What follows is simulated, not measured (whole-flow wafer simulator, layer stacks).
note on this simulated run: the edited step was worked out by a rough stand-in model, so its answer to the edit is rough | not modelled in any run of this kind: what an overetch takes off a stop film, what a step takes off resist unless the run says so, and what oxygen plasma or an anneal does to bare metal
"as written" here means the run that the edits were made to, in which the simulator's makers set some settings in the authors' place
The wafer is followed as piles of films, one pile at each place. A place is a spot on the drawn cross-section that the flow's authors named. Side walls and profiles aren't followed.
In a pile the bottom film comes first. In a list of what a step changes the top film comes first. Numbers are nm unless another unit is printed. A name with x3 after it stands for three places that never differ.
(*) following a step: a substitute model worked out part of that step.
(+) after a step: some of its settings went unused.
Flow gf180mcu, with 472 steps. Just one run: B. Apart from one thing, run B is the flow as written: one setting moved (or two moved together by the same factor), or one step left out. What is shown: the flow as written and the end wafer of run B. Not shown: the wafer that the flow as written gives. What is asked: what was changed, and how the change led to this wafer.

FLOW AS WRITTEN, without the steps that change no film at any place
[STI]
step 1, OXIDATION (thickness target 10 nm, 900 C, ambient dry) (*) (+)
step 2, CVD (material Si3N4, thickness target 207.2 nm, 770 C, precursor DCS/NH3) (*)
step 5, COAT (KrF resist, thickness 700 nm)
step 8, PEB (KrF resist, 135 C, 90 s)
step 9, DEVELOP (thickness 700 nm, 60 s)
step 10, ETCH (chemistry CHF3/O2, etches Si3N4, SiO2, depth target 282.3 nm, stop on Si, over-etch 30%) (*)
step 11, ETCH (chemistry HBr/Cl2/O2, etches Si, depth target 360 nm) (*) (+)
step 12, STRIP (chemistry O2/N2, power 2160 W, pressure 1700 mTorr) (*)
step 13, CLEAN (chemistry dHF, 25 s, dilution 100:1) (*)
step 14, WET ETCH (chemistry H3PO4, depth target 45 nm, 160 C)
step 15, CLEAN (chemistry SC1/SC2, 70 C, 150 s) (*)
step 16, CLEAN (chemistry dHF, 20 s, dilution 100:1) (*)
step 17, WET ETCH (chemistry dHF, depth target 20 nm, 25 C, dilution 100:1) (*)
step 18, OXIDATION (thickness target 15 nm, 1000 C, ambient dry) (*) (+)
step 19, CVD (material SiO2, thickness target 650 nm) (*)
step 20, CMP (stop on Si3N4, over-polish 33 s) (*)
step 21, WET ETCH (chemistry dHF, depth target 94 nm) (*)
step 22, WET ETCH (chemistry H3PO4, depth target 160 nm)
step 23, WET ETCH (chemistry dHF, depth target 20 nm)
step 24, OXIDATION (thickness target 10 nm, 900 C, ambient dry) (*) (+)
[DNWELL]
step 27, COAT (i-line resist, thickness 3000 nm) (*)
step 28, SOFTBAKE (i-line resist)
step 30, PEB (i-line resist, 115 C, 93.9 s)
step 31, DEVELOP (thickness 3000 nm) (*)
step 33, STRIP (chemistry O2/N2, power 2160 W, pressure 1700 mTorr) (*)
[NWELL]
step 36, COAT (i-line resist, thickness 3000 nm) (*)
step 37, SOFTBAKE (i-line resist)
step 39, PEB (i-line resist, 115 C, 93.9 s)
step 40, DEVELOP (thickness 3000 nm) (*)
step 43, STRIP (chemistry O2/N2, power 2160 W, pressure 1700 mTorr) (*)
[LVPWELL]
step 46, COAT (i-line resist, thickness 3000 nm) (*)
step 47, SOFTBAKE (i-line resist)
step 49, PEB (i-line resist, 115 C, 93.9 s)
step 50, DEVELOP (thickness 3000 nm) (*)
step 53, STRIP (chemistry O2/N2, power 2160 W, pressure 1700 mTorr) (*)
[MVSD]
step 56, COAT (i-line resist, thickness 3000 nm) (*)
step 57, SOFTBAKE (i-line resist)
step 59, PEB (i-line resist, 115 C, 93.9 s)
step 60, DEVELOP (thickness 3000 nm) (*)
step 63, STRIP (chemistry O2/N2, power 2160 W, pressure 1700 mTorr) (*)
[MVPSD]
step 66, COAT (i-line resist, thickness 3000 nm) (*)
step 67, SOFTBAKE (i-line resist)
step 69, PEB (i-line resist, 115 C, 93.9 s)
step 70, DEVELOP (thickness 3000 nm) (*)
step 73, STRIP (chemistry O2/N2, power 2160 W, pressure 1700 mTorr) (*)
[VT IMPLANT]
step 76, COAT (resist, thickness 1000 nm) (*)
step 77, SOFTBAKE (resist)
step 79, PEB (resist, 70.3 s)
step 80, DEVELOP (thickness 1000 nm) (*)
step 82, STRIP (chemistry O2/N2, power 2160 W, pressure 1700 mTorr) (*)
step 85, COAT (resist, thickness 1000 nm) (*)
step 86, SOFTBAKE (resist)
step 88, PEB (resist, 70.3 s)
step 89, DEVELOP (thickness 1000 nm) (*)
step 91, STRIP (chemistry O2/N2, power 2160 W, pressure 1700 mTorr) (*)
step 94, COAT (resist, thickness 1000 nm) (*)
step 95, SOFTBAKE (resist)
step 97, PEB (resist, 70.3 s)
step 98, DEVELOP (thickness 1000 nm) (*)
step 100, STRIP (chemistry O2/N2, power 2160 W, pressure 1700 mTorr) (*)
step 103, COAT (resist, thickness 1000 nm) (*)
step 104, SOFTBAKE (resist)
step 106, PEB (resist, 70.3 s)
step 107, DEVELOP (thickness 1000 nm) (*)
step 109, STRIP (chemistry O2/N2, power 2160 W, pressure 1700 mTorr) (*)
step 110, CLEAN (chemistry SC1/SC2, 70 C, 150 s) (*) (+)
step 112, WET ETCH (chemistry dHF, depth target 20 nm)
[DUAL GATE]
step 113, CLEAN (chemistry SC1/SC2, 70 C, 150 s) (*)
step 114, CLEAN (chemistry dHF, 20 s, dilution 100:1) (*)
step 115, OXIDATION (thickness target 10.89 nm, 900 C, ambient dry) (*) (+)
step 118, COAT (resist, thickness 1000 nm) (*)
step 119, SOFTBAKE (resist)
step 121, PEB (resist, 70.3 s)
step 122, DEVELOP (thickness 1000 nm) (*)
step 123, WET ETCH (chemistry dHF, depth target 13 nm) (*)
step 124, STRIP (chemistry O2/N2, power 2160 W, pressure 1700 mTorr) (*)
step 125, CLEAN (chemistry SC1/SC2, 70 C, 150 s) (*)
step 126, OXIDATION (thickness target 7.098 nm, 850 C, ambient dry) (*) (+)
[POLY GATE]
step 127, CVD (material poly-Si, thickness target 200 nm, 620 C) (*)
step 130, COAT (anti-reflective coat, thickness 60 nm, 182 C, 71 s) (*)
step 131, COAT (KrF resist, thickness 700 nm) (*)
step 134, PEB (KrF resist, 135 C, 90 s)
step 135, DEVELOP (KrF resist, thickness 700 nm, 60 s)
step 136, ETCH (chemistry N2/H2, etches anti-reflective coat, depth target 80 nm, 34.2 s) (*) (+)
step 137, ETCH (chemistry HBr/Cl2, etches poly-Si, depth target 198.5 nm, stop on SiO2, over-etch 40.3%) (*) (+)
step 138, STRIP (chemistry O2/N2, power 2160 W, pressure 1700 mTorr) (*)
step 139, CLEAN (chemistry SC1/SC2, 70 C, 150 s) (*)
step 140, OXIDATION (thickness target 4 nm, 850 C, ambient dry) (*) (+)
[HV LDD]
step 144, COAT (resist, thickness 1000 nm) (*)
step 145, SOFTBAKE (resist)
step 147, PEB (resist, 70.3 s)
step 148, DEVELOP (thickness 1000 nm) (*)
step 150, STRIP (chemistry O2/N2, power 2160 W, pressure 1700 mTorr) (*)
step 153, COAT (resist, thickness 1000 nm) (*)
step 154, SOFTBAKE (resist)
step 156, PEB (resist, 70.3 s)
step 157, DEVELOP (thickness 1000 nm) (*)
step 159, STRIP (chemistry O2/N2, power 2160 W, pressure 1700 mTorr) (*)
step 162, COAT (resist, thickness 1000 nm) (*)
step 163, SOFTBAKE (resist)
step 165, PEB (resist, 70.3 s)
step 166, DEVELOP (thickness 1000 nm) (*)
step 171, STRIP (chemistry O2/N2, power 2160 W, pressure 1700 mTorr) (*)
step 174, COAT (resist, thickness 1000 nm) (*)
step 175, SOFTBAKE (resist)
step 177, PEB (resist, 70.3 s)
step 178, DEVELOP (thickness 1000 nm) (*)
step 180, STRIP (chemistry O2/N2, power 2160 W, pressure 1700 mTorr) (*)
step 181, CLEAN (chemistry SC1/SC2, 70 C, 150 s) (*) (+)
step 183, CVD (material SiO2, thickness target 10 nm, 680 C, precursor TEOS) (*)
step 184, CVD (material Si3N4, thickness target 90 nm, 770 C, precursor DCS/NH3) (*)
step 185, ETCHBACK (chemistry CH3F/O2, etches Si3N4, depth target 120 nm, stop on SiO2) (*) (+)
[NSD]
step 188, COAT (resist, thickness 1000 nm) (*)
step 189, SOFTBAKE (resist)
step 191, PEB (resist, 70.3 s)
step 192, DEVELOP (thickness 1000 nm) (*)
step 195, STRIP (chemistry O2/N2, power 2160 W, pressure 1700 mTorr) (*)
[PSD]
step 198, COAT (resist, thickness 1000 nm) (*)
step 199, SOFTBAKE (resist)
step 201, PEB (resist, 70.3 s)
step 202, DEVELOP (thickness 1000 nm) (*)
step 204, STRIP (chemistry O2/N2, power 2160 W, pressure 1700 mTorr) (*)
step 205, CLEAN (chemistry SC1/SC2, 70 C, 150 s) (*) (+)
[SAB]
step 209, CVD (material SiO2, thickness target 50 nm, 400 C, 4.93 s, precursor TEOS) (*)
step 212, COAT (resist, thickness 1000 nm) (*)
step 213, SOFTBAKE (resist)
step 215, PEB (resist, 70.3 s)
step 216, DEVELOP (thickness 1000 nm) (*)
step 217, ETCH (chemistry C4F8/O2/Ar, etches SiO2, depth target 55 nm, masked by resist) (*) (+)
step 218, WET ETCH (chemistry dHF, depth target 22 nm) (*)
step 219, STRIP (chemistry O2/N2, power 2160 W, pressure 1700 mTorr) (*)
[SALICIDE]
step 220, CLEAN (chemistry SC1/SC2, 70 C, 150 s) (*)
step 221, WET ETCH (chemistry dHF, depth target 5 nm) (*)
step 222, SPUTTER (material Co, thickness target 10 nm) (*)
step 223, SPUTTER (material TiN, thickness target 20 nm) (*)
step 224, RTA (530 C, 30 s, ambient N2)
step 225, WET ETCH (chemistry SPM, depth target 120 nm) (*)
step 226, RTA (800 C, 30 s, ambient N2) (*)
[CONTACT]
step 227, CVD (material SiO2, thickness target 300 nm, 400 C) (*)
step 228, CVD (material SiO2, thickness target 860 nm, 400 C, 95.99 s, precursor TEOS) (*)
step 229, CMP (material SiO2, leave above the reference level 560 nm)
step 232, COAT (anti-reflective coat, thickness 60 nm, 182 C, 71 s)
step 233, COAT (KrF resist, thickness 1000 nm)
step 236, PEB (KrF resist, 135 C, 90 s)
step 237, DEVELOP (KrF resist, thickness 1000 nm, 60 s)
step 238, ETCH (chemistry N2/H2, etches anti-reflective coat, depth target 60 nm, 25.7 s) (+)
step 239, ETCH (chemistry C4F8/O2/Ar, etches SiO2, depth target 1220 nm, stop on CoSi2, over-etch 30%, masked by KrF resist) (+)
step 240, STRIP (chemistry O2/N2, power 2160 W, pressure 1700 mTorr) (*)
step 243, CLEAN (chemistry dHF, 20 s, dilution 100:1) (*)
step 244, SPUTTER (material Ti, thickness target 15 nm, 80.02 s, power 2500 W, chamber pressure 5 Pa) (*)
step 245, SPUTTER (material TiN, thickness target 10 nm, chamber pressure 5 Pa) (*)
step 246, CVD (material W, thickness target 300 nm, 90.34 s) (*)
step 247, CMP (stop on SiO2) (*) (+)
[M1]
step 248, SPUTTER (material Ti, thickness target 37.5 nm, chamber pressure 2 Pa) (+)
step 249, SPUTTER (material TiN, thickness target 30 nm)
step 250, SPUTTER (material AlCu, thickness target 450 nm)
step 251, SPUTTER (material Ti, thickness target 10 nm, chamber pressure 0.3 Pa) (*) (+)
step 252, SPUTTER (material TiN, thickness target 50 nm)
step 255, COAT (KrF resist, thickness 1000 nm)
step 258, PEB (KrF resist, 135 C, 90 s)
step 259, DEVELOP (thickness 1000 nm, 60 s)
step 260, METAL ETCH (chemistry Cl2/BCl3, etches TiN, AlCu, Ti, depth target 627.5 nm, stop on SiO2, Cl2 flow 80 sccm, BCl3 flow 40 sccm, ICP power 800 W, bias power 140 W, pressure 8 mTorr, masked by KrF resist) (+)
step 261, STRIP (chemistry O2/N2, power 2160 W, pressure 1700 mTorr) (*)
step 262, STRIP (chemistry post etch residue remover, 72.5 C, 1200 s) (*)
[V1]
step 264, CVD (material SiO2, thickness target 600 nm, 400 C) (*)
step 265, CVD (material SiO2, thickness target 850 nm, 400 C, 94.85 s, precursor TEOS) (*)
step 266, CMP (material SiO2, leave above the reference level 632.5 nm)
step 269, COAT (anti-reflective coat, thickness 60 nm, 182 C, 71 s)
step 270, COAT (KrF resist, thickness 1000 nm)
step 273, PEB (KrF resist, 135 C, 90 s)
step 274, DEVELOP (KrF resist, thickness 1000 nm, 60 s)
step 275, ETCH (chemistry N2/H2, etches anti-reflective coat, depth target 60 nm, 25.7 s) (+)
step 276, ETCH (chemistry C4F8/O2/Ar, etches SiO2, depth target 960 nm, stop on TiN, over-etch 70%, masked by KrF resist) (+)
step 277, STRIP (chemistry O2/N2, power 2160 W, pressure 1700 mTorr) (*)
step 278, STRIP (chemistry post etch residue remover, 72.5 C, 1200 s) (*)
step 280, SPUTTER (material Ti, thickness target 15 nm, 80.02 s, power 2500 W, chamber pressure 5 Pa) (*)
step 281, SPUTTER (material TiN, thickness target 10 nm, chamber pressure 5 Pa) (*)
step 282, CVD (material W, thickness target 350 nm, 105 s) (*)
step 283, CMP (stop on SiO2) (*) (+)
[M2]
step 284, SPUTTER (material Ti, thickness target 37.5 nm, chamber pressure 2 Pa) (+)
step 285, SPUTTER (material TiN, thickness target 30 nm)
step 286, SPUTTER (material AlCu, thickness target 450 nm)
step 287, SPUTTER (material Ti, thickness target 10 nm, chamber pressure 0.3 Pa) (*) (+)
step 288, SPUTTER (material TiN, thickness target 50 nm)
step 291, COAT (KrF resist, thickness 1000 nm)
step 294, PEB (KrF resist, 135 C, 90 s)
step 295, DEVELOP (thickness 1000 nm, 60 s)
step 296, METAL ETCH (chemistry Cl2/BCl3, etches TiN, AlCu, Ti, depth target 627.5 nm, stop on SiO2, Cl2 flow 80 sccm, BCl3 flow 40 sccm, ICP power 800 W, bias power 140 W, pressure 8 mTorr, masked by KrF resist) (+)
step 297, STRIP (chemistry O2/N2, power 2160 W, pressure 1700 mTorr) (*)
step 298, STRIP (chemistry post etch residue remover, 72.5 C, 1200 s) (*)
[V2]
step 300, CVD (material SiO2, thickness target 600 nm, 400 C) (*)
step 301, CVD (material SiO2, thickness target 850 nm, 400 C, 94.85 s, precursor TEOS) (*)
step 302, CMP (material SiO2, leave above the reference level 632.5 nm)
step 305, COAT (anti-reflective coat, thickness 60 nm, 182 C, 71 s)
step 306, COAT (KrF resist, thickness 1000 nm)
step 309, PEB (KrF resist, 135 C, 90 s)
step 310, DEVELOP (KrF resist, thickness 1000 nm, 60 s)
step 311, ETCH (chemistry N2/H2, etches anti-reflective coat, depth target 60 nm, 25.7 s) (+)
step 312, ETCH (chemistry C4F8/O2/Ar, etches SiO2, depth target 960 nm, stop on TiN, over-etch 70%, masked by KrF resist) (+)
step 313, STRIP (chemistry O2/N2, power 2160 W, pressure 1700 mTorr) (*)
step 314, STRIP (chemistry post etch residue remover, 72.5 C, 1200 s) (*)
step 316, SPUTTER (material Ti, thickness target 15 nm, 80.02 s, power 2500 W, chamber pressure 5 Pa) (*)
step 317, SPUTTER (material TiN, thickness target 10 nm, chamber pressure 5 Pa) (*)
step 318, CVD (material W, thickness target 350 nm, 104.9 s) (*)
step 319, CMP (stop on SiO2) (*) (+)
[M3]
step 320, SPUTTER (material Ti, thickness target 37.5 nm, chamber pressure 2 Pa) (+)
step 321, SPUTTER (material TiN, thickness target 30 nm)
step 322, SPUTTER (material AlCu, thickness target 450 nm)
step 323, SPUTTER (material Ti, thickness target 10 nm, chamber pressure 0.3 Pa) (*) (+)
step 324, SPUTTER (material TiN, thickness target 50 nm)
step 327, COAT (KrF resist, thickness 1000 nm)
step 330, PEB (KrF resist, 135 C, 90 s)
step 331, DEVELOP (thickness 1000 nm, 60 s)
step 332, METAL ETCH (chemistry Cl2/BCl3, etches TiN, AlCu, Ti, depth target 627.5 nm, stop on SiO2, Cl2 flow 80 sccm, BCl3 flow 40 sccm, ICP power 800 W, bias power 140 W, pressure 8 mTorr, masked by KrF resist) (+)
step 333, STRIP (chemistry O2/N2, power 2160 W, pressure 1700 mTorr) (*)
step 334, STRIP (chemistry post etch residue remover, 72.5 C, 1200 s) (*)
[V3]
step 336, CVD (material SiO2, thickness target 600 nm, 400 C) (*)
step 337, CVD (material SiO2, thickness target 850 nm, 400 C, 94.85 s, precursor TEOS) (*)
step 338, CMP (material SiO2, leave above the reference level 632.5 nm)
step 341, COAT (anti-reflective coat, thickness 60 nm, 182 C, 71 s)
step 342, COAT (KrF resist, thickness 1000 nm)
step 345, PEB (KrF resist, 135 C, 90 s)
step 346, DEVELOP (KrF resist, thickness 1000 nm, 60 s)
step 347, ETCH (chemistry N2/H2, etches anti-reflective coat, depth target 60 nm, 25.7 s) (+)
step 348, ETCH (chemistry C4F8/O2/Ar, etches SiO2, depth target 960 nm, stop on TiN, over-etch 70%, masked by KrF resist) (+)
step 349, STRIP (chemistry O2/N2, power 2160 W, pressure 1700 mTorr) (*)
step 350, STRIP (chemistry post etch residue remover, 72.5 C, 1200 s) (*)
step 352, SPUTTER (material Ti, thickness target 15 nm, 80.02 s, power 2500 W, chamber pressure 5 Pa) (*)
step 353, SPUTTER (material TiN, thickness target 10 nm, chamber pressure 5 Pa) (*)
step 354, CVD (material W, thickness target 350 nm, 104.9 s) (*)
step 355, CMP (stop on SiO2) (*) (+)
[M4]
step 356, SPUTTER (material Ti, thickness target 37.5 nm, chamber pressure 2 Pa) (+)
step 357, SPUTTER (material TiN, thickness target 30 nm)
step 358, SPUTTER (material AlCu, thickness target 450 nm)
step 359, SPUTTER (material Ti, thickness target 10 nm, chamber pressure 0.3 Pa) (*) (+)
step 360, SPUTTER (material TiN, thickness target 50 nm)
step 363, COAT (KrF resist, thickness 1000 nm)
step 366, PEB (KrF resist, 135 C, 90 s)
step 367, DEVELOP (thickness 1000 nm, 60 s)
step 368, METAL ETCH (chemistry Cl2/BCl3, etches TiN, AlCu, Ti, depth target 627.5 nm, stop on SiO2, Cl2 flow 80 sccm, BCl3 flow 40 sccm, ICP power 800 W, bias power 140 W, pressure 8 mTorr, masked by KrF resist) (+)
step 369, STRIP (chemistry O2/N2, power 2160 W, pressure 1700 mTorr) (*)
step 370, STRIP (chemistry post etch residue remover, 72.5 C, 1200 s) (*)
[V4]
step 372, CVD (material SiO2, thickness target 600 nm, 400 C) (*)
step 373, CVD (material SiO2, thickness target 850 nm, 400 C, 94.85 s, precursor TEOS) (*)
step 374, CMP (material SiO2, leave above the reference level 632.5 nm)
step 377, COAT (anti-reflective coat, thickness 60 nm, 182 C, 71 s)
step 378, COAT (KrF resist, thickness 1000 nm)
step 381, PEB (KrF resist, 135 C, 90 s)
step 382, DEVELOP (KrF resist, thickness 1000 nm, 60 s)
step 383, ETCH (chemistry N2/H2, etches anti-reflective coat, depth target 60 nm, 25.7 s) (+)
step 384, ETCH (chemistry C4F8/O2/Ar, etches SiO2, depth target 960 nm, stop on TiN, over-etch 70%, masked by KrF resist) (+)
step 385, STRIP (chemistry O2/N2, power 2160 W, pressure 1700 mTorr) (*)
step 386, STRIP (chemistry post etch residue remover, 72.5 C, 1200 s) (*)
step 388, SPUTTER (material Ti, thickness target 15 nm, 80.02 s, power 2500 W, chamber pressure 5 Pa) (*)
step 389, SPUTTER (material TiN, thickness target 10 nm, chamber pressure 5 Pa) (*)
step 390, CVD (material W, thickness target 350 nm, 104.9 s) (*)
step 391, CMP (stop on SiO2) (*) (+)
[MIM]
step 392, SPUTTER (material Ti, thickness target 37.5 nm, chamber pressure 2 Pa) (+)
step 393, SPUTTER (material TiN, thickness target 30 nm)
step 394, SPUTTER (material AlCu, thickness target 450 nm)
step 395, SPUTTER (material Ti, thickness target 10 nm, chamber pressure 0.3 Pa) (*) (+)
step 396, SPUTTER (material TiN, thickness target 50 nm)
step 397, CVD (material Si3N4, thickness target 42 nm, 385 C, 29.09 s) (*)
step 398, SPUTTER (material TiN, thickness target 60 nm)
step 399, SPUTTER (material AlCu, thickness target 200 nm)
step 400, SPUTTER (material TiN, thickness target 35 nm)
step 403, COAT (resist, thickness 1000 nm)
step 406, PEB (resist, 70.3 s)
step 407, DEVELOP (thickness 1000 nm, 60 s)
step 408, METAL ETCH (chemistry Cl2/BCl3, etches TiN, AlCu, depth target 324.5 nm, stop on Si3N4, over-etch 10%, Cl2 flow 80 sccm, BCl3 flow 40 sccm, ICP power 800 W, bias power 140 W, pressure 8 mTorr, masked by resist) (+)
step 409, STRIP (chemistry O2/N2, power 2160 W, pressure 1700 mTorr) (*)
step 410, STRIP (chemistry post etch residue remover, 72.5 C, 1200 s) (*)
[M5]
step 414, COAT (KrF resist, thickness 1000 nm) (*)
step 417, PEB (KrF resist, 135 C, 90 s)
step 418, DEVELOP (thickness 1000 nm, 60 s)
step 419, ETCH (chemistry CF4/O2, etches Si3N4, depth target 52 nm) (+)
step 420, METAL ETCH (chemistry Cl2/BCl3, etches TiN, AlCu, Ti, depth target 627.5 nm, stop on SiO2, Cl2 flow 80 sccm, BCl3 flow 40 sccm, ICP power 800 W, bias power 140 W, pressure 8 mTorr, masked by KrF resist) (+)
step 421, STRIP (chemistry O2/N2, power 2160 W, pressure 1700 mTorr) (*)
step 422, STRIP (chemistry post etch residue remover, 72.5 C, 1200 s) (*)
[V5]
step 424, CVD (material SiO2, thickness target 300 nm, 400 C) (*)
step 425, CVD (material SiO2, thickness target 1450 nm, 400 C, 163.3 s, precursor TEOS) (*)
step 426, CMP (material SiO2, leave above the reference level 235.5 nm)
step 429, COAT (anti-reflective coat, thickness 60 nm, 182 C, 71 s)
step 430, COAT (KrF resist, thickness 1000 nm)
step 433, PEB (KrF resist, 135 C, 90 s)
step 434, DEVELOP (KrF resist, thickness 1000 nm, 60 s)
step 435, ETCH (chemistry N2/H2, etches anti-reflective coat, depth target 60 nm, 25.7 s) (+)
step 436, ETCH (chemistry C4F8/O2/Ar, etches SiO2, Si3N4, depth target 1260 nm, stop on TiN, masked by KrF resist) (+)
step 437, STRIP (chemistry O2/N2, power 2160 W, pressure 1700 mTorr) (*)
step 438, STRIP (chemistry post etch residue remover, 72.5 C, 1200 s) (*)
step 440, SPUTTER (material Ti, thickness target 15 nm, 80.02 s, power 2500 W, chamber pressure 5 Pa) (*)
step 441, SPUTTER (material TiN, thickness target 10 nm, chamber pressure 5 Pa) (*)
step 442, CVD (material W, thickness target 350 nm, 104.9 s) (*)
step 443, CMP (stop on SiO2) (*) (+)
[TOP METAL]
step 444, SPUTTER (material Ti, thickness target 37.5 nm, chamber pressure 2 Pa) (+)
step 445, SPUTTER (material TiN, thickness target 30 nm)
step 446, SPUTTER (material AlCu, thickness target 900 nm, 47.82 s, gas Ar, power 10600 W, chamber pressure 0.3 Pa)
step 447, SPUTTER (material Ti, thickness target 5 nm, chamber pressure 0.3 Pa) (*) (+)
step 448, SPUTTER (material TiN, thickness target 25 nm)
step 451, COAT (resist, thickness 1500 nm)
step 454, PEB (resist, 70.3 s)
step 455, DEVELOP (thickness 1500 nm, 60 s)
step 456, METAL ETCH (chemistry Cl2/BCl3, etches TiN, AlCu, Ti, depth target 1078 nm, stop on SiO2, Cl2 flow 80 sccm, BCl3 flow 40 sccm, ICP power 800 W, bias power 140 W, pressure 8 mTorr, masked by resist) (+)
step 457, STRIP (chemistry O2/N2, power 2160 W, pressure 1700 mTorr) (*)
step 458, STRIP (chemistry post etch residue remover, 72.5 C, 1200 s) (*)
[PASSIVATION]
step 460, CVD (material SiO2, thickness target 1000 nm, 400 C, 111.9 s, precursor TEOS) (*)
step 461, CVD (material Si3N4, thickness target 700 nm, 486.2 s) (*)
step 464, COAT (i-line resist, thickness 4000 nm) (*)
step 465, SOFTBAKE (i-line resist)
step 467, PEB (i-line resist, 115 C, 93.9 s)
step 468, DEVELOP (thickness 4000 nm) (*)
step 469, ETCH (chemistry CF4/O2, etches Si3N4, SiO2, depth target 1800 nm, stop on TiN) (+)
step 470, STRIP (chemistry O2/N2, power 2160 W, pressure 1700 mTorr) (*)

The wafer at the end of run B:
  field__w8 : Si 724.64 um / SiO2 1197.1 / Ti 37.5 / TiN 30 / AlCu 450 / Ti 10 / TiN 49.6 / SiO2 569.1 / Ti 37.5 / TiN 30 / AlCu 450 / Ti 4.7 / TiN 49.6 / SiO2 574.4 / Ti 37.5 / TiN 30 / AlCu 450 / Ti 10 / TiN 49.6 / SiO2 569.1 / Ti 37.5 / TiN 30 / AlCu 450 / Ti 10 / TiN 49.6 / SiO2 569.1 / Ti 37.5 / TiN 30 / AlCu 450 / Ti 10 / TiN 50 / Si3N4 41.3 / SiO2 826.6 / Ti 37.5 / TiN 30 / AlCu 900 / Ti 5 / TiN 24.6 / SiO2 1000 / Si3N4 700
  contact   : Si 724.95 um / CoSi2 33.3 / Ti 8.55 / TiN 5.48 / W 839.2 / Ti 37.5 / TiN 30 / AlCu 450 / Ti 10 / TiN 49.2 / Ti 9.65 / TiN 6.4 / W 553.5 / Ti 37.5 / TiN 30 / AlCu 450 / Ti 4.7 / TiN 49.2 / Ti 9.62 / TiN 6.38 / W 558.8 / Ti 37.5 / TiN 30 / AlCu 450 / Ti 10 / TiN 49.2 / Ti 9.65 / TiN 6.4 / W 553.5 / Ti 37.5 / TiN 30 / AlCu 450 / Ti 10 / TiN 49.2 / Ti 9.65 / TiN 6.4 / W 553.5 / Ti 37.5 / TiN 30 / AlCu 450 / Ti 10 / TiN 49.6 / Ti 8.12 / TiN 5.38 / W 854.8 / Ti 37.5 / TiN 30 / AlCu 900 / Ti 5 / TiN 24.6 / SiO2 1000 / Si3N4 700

Cause: step 287, SPUTTER: thickness target 4.7 nm was run, while the flow as written has thickness target 10 nm.
The wafer lets one read it off: field__w8 has Ti 4.7, and step 287 as written asks for 10 nm.

How this came from the change, step by step:
  step 287, SPUTTER (material Ti, thickness target 10 nm, chamber pressure 0.3 Pa) (*) (+)
      field, field__w1, field__w2 and 108 more: Ti gains 4.7 (new film) (it would be, as written: Ti gains 10 (new film))
  step 296, METAL ETCH (chemistry Cl2/BCl3, etches TiN, AlCu, Ti, depth target 627.5 nm, stop on SiO2, Cl2 flow 80 sccm, BCl3 flow 40 sccm, ICP power 800 W, bias power 140 W, pressure 8 mTorr, masked by KrF resist) (+)
      field, field__w1, field__w2 and 103 more: TiN loses 50 (all of it), Ti loses 4.7 (all of it), AlCu loses 450 (all of it), TiN loses 30 (all of it), Ti loses 37.5 (all of it) (it would be, as written: TiN loses 50 (all of it), Ti loses 10 (all of it), AlCu loses 450 (all of it), TiN loses 30 (all of it), Ti loses 37.5 (all of it))
